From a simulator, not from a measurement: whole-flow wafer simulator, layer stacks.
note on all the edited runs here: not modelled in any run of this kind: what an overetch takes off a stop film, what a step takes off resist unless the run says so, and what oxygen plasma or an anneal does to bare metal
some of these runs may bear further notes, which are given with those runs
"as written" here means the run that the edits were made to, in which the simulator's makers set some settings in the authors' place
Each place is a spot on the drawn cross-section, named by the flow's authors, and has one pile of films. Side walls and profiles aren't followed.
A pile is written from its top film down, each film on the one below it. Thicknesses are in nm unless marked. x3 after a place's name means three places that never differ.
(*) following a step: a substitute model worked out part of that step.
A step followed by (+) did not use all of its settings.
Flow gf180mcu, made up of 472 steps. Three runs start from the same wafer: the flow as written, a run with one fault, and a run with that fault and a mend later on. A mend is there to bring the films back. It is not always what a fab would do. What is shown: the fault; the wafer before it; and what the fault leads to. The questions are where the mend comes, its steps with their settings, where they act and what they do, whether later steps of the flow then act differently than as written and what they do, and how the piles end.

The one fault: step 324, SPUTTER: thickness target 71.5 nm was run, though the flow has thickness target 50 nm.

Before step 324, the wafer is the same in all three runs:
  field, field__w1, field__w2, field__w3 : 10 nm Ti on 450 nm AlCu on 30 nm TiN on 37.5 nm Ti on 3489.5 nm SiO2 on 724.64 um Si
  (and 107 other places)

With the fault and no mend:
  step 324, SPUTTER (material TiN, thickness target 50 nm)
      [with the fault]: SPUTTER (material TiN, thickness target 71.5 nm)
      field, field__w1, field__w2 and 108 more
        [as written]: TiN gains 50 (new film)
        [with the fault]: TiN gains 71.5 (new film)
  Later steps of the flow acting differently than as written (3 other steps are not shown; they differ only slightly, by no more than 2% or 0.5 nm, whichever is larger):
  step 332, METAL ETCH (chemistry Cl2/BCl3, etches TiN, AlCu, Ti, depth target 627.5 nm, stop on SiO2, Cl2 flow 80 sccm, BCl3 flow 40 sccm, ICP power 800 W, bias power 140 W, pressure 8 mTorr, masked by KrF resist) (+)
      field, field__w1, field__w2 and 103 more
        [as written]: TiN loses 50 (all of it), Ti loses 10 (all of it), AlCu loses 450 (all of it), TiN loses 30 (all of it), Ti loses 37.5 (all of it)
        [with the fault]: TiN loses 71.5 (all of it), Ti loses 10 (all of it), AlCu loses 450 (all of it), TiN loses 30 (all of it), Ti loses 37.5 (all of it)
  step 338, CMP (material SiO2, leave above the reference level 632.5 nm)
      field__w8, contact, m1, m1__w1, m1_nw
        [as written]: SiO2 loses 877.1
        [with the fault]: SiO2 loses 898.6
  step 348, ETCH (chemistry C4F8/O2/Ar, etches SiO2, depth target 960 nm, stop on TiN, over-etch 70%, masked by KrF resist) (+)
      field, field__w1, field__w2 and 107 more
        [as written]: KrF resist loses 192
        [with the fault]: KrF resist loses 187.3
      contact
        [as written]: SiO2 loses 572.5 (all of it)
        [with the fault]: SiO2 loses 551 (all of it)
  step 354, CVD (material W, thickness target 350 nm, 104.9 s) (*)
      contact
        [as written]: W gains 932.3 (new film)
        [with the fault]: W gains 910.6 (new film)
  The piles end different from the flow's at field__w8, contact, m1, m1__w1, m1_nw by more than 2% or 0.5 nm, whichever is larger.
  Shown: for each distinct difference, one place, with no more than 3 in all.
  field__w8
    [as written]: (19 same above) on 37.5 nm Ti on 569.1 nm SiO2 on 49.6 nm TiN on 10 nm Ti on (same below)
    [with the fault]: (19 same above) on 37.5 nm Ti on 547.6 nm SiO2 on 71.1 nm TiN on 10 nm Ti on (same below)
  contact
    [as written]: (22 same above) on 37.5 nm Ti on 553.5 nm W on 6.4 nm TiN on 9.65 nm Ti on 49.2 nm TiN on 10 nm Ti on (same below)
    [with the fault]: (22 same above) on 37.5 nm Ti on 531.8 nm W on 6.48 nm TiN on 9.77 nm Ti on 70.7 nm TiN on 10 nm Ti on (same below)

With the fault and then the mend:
  The mend follows step 331.
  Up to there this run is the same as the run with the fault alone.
  step 331a, STRIP (chemistry O2/N2, power 2160 W, pressure 1700 mTorr) (*)
      field__w8, contact, m1, m1__w1, m1_nw
        KrF resist loses 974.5 (all of it)
  step 331b, METAL ETCH (chemistry Cl2/BCl3, etches TiN, AlCu, Ti, depth target 21.5 nm, Cl2 flow 80 sccm, BCl3 flow 40 sccm, ICP power 800 W, bias power 140 W, pressure 8 mTorr) (the flow's step 260 again, with other settings)
      field, field__w1, field__w2 and 108 more
        TiN loses 21.5
  step 331c, HMDS (120 C, 60 s) (the flow's step 326 again)
      alters no film at any place that is followed
  step 331d, COAT (KrF resist, thickness 1000 nm) (the flow's step 327 again)
      field, field__w1, field__w2 and 108 more
        KrF resist gains 1000 (new film)
  step 331e, SOFTBAKE (KrF resist) (the flow's step 328 again)
      alters no film at any place that is followed
  step 331f, EXPOSE (photomask Metal3) (the flow's step 329 again)
      alters no film at any place that is followed
  step 331g, PEB (KrF resist, 135 C, 90 s) (the flow's step 330 again)
      field, field__w1, field__w2 and 108 more
        KrF resist loses 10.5
  step 331h, DEVELOP (thickness 1000 nm, 60 s) (the flow's step 331 again)
      field, field__w1, field__w2 and 103 more
        KrF resist loses 989.5 (all of it)
      field__w8, contact, m1, m1__w1, m1_nw
        KrF resist loses 14.9
  Later steps of the flow that are run all act as written at every place that is followed.
  By the end, the piles equal the flow's at every place that both follow.
